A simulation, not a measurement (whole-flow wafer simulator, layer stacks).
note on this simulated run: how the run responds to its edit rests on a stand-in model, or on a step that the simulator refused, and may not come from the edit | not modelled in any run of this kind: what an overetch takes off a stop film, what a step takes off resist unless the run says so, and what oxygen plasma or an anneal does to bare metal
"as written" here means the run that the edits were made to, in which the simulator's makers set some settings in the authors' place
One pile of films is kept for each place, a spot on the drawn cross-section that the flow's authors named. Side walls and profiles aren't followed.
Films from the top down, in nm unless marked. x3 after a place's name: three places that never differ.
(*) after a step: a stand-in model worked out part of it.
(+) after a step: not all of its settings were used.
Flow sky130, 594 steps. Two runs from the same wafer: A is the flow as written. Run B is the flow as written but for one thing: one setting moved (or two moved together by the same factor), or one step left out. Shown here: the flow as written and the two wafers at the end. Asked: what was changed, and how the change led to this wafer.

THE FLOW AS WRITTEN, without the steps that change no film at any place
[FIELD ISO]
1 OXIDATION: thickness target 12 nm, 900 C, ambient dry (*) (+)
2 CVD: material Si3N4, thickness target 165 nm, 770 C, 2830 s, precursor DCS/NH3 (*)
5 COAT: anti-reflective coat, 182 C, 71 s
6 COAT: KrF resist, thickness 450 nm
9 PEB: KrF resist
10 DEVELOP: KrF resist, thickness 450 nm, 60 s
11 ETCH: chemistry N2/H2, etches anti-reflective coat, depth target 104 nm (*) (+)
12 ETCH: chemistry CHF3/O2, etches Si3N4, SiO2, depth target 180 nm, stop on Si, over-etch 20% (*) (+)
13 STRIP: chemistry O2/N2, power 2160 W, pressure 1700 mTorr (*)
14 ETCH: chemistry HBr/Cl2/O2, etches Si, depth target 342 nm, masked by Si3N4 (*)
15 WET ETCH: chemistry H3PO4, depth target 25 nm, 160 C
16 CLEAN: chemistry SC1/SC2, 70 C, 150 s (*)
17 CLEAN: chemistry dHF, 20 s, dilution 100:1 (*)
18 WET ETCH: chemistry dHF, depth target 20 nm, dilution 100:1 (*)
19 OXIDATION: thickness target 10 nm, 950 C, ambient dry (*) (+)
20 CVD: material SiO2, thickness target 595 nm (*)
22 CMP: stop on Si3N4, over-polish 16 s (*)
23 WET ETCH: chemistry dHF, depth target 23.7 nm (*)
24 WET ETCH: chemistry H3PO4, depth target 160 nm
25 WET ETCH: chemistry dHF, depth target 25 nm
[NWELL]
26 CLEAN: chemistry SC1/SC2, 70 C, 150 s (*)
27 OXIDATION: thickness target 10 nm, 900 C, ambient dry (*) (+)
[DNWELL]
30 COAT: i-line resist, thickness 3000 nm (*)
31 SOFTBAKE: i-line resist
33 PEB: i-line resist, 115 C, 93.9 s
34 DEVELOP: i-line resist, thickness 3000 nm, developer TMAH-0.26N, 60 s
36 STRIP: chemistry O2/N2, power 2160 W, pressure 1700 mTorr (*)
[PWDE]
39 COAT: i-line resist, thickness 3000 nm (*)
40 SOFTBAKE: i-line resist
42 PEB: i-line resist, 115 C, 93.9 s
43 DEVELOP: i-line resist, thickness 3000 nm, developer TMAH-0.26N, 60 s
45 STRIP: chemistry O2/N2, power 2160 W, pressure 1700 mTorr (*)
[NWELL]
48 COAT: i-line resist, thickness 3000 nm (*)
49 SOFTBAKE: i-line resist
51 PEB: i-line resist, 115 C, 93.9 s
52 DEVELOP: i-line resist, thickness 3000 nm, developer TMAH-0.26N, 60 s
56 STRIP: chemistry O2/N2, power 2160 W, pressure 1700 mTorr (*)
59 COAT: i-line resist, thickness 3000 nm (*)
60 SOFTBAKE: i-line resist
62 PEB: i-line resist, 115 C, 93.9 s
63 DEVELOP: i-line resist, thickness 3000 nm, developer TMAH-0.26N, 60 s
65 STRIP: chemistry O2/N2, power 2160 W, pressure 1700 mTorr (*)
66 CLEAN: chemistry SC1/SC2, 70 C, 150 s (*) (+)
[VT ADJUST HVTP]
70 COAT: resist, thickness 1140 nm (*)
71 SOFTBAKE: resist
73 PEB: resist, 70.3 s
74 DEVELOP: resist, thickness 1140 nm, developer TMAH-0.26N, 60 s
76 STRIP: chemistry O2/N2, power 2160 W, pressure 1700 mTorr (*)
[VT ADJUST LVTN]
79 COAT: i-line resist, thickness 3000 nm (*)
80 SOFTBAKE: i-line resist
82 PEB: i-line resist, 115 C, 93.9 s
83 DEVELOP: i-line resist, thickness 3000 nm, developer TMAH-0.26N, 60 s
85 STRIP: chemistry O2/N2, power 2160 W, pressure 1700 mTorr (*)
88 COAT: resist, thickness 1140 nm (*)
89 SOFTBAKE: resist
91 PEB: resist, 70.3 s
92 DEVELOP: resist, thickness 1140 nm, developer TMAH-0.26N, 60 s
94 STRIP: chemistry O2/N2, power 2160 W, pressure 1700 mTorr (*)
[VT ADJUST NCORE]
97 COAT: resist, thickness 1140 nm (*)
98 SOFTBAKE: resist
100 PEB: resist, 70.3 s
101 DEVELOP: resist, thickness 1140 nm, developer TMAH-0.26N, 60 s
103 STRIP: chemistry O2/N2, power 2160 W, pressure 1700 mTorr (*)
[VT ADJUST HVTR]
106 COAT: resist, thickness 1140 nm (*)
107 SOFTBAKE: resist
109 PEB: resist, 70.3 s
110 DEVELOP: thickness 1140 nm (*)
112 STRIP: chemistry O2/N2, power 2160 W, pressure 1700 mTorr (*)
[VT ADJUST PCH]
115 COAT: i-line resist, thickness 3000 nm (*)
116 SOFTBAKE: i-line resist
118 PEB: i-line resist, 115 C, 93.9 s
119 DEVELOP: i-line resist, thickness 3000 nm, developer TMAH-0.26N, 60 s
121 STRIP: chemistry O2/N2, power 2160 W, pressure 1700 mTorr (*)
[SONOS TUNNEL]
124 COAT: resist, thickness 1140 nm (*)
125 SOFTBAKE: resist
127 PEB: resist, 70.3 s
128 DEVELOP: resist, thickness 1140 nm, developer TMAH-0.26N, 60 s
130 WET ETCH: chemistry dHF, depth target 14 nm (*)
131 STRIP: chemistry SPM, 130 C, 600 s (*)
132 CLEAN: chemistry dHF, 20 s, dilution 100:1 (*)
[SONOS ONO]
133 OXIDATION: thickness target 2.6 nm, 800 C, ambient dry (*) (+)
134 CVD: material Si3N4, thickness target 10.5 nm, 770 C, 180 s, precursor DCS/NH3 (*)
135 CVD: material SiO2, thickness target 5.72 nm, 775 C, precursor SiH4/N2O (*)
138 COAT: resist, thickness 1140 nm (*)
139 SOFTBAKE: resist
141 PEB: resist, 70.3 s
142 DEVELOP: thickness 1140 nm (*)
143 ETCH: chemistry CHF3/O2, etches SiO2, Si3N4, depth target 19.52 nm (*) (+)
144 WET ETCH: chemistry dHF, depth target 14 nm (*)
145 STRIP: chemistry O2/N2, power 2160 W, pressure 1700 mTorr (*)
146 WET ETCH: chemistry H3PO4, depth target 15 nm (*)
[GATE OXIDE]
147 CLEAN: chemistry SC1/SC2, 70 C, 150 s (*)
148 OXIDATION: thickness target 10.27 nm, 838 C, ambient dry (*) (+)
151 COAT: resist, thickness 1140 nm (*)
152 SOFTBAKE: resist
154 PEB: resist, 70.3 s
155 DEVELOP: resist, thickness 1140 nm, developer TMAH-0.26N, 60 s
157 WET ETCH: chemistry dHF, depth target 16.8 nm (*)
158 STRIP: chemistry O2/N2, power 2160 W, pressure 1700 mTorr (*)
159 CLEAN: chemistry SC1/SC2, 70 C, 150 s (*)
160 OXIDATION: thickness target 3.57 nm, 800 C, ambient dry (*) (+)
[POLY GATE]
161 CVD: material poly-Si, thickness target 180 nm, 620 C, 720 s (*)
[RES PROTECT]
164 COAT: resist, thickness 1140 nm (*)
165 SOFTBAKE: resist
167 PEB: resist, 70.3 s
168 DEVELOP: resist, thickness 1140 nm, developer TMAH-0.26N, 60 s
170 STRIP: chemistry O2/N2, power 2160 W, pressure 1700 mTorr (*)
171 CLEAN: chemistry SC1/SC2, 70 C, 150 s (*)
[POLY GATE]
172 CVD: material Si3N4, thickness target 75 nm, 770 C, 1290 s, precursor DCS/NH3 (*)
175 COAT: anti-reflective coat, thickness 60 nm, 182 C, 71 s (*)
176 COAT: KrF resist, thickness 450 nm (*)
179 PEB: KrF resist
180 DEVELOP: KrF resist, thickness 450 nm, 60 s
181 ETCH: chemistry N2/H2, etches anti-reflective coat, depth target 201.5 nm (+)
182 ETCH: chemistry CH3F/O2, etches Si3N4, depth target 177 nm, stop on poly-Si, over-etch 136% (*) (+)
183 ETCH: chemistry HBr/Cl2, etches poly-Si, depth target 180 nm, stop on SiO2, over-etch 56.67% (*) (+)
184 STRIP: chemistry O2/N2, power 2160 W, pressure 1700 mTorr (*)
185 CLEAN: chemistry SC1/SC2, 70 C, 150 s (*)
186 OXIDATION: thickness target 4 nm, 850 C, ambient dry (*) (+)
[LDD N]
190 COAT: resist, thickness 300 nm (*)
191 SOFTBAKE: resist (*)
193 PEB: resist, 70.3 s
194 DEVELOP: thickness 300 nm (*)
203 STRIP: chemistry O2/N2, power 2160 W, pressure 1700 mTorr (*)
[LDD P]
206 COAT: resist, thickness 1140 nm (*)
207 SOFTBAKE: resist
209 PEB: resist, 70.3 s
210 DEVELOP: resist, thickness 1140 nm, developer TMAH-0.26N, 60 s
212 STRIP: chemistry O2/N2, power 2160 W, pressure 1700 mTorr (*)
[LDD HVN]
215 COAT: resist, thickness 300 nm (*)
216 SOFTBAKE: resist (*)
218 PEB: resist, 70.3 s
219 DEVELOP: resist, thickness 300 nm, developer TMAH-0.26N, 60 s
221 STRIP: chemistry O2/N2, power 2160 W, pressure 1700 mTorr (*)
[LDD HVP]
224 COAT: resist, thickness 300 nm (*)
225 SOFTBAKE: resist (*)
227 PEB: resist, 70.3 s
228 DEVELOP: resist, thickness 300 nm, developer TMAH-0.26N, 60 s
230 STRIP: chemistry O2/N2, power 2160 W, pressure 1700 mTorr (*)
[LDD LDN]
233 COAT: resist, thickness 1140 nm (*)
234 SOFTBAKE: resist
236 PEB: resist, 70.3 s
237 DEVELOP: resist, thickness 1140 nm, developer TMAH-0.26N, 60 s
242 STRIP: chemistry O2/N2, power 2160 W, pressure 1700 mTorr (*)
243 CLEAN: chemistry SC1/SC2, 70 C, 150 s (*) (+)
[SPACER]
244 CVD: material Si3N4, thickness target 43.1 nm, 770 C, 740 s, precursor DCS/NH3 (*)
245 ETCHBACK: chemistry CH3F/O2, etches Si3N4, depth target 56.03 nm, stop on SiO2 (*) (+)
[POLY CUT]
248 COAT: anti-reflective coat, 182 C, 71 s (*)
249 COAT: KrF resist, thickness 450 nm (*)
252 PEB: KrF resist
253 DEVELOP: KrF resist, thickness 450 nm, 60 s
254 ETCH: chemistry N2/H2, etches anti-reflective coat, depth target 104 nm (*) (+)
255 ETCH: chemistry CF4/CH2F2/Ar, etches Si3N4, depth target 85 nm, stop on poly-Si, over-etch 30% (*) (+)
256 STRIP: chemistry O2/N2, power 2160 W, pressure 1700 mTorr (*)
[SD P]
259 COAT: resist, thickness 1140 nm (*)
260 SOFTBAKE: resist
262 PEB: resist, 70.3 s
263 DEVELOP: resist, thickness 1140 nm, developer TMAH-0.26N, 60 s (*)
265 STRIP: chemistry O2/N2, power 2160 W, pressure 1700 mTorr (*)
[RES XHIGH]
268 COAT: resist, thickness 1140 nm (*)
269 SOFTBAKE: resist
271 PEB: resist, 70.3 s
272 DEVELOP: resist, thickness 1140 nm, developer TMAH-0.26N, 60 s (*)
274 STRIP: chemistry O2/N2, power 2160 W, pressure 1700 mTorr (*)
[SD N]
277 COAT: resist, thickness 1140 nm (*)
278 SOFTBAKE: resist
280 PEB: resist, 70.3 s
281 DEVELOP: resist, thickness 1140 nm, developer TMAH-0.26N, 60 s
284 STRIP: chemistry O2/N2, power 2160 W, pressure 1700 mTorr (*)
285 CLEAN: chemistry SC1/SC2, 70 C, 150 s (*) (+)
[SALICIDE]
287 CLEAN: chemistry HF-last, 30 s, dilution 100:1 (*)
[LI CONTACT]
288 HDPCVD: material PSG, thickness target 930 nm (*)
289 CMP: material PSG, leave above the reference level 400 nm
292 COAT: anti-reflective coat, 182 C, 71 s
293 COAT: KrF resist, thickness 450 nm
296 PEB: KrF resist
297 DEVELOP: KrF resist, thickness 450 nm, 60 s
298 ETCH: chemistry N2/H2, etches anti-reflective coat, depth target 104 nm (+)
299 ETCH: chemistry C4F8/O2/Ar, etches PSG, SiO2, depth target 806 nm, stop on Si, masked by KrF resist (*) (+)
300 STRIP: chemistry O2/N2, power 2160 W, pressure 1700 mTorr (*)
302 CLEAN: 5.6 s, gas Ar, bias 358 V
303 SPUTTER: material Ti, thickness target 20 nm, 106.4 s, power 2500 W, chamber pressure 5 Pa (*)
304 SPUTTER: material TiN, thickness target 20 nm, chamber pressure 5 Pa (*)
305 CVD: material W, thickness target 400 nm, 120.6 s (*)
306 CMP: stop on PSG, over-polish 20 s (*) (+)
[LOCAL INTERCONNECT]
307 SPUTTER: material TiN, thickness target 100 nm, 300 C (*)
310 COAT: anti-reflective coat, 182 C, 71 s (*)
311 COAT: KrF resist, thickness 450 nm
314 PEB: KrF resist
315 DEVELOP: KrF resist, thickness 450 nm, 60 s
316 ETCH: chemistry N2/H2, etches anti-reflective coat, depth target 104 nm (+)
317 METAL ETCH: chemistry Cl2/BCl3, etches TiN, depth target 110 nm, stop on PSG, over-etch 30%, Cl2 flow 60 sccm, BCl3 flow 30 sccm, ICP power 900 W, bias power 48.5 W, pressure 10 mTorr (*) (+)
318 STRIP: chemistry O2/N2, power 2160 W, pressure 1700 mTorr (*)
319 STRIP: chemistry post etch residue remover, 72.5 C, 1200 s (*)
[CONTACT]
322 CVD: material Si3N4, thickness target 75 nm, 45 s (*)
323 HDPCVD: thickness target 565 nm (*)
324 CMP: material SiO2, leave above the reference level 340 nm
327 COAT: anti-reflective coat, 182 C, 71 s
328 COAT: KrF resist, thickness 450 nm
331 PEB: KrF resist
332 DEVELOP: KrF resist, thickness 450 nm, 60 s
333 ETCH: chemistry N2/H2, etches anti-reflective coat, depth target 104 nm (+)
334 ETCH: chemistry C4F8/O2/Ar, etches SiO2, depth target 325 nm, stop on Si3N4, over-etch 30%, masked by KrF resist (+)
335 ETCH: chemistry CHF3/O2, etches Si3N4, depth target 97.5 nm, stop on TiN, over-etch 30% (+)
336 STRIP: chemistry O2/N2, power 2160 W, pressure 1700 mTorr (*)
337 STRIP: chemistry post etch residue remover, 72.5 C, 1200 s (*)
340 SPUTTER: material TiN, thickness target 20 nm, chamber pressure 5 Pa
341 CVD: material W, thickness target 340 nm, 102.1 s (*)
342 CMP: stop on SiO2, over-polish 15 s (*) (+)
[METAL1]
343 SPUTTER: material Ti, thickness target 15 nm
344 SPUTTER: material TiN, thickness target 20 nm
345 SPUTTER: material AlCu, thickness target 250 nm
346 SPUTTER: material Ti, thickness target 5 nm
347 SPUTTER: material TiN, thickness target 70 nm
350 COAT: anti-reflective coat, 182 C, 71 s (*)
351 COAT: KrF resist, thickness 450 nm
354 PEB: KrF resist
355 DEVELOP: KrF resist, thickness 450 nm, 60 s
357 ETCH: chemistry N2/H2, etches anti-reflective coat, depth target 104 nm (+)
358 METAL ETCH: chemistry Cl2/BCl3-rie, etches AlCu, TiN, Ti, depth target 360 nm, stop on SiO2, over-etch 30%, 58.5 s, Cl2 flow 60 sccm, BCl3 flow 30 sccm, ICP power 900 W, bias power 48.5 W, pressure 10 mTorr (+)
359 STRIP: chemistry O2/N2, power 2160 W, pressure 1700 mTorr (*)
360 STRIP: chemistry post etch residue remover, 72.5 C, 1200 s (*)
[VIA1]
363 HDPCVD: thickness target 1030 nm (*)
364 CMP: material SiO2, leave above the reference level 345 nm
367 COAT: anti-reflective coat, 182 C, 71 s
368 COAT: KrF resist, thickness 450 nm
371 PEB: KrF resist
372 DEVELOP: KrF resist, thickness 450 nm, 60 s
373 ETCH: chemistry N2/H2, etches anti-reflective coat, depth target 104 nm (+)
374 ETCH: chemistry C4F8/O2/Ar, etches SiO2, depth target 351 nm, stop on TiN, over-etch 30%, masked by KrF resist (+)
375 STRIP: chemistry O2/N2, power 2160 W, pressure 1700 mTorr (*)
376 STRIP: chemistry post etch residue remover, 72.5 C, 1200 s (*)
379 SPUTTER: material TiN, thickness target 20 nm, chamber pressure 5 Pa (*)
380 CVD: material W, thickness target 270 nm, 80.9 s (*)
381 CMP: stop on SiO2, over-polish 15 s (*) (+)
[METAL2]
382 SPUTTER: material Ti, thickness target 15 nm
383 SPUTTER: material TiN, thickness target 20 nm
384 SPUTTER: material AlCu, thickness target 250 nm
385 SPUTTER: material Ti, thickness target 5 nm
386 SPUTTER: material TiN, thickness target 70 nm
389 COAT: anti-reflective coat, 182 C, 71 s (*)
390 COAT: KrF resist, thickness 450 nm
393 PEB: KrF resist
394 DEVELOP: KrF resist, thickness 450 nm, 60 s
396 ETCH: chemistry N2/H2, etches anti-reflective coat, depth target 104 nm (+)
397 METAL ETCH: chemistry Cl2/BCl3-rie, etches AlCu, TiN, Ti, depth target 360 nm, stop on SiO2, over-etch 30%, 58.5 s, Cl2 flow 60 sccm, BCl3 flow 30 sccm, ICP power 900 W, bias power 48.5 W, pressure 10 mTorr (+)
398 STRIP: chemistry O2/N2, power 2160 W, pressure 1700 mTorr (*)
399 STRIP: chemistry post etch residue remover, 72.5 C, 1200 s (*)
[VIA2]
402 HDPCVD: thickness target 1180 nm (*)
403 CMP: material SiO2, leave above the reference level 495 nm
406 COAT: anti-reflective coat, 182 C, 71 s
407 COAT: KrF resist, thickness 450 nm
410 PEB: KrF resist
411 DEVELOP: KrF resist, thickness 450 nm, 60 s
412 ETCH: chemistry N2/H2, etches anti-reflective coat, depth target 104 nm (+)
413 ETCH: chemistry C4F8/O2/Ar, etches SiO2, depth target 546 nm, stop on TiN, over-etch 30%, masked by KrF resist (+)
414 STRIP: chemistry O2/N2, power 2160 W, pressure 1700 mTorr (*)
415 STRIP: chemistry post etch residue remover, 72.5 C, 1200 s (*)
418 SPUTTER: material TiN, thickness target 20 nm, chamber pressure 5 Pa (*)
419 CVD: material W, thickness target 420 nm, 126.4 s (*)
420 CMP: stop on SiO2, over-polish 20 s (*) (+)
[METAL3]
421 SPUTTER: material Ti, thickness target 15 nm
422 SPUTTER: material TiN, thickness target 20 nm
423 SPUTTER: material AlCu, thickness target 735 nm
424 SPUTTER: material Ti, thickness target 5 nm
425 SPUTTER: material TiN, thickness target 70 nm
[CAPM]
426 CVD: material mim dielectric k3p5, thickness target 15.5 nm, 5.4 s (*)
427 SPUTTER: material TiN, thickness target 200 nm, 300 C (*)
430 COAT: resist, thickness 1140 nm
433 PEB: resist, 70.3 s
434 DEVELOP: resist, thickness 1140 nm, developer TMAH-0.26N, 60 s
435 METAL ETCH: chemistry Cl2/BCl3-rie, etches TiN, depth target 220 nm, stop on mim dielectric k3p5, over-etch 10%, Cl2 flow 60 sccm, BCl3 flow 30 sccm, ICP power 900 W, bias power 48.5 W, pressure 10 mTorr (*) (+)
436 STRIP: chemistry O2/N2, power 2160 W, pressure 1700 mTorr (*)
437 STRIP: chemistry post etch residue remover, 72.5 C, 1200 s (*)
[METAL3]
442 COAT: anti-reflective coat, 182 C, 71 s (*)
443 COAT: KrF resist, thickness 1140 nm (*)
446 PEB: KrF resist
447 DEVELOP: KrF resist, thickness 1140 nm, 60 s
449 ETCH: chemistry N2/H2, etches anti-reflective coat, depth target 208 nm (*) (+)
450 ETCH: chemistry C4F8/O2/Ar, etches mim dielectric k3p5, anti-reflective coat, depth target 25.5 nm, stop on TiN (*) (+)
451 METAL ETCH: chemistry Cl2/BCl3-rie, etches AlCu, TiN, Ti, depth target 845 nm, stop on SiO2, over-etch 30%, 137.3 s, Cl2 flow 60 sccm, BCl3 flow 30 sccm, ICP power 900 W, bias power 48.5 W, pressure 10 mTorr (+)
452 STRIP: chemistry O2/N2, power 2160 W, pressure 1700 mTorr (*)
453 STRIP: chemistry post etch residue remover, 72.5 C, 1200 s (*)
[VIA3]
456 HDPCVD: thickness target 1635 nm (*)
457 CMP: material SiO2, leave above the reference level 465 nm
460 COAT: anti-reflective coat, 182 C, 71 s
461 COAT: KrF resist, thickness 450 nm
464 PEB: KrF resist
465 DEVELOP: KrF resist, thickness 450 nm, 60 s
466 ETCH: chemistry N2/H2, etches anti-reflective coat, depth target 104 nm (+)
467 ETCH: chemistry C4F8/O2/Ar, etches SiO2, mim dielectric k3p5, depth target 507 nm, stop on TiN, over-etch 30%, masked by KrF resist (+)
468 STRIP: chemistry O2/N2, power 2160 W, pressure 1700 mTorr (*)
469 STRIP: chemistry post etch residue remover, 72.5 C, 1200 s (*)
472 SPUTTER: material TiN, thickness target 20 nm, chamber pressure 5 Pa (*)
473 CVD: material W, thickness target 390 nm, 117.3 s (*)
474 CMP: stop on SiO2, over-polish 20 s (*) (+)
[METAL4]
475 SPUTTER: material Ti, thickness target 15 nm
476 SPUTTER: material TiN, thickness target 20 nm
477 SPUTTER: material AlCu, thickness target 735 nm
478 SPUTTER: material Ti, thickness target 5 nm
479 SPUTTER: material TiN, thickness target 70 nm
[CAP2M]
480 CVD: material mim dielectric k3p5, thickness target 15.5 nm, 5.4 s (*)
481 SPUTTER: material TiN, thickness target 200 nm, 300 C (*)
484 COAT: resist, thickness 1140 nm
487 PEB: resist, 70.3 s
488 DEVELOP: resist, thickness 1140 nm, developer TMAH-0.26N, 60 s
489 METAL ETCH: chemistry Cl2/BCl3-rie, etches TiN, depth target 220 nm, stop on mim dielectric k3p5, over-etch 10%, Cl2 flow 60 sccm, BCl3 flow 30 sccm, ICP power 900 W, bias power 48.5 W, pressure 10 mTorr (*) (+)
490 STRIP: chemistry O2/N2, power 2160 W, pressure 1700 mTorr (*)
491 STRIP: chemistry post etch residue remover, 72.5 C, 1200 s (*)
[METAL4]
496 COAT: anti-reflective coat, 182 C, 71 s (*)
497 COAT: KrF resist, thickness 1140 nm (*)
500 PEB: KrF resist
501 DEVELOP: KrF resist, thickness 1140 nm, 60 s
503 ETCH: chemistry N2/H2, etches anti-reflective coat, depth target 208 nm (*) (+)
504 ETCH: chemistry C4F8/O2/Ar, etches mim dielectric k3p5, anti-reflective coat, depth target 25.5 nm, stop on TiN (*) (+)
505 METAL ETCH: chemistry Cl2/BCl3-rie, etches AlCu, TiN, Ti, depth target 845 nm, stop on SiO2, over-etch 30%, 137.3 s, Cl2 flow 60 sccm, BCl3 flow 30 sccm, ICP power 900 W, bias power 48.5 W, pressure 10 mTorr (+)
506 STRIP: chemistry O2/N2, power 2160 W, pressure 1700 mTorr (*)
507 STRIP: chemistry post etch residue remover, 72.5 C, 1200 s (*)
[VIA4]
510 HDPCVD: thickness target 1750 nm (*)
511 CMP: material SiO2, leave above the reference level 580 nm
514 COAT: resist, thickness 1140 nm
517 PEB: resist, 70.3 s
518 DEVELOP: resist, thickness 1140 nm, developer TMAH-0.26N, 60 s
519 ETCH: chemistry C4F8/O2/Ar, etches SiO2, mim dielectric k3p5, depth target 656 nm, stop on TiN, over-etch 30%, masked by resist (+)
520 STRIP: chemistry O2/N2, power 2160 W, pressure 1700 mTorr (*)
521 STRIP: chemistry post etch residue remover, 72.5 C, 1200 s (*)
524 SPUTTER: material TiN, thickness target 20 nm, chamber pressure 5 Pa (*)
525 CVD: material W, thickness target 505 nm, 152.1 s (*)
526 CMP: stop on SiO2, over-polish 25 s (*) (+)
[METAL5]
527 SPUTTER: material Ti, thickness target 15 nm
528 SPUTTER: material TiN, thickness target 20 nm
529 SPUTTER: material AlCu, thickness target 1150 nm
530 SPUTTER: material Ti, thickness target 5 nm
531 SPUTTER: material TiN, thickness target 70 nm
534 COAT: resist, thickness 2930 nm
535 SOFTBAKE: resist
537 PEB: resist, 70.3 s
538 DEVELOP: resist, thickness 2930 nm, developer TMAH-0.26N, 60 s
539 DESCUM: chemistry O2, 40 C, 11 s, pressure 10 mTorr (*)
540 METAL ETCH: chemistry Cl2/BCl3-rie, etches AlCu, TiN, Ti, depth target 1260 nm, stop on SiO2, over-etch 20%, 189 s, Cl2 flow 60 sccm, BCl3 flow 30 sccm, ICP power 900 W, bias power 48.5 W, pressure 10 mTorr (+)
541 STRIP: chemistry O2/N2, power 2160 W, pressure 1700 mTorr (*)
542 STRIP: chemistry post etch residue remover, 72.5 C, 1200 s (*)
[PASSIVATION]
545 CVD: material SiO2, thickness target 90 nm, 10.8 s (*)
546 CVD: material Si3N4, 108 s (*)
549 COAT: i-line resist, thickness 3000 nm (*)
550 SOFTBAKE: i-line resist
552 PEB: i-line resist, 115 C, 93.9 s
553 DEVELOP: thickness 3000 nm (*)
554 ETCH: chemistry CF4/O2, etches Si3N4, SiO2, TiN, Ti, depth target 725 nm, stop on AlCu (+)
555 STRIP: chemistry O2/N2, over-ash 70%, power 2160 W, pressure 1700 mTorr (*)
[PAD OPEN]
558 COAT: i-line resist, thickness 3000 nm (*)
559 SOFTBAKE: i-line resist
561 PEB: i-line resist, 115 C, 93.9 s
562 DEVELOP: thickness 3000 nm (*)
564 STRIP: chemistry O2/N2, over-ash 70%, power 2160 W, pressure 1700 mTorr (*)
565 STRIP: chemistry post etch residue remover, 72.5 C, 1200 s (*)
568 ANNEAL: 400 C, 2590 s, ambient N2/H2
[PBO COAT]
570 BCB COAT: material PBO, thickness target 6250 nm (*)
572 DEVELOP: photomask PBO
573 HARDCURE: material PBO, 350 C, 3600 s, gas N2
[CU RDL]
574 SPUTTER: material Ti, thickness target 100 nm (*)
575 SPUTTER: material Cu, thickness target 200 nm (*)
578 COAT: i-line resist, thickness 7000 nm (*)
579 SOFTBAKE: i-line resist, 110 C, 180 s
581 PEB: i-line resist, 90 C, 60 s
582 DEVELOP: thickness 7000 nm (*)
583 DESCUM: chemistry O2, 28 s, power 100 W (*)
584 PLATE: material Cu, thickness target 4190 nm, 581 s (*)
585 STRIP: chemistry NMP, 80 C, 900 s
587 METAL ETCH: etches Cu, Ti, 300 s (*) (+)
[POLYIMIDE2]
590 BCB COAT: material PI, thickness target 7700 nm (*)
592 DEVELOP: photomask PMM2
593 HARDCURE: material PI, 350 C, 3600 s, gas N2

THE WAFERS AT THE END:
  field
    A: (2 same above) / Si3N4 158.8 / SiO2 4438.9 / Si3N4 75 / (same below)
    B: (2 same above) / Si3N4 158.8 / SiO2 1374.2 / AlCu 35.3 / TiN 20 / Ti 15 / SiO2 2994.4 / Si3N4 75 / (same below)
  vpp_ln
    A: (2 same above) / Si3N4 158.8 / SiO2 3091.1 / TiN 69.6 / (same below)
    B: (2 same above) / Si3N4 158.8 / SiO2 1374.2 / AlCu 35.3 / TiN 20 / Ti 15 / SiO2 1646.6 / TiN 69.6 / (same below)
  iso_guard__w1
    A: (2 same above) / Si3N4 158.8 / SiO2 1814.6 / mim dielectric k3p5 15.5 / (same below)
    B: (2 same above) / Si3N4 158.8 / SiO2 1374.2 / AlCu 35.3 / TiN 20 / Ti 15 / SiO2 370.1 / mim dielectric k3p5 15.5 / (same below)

The cause: step 505, METAL ETCH: depth target 591.5 nm was run, where the flow has depth target 845 nm; step 505, METAL ETCH: 96.1 s was run, where the flow has 137.3 s.

How the change led to this, step by step:
  505 METAL ETCH: chemistry Cl2/BCl3-rie, etches AlCu, TiN, Ti, depth target 845 nm, stop on SiO2, over-etch 30%, 137.3 s, Cl2 flow 60 sccm, BCl3 flow 30 sccm, ICP power 900 W, bias power 48.5 W, pressure 10 mTorr (+)
      field, gate, spacer and 68 more: A TiN -70 (all of it), Ti -5 (all of it), AlCu -735 (all of it), TiN -20 (all of it), Ti -15 (all of it), SiO2 -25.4 | B TiN -70 (all of it), Ti -5 (all of it), AlCu -694
      active, vpp_iso1, mim_edge_plate and 14 more: A TiN -70 (all of it), Ti -5 (all of it), AlCu -735 (all of it), TiN -20 (all of it), Ti -15 (all of it), SiO2 -25.3 | B TiN -70 (all of it), Ti -5 (all of it), AlCu -694
      (and at 105 more places)
  506 STRIP: chemistry O2/N2, power 2160 W, pressure 1700 mTorr (*)
      gate_hv, mim, dice_street and 76 more: A KrF resist -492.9 (all of it), anti-reflective coat -80 (all of it) | B KrF resist -657.7 (all of it), anti-reflective coat -80 (all of it)
      n_well, p_well, sd_n, sd_p, pad, mim_edge_plate_strap, mim_edge_gap_sheet: A KrF resist -492.9 (all of it), anti-reflective coat -80 (all of it) | B KrF resist -657.6 (all of it), anti-reflective coat -80 (all of it)
      (and at 19 more places)
  507 STRIP: chemistry post etch residue remover, 72.5 C, 1200 s (*)
      field, active, gate and 85 more: A nothing | B AlCu -5.72
  510 HDPCVD: thickness target 1750 nm (*)
      field, active, gate and 85 more: A SiO2 +1750 | B SiO2 +1750 (new film)
  511 CMP: material SiO2, leave above the reference level 580 nm
      field, active, gate and 77 more: A SiO2 -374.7 | B SiO2 -470.3
      iso_guard__w1, mim_edge_gap, vpp_l1ln, vpp_m3ln, rpm_encl, via2_enc, rpm_encl_psd, iso_guard_nsd_tip: A SiO2 -374.6 | B SiO2 -470.3
Counting metal films that touch as one body, field has 1 body; the flow as written gives 0 bodies.
Counting metal films that touch as one body, vpp_ln has 3 bodies (between them, from the top down: SiO2 1646.6; SiO2 267.2); the flow as written gives 2 bodies (between them, from the top down: SiO2 267.2).
Counting metal films that touch as one body, iso_guard__w1 has 2 bodies (between them, from the top down: SiO2 370.1 / mim dielectric k3p5 15.5); the flow as written gives 1 body.
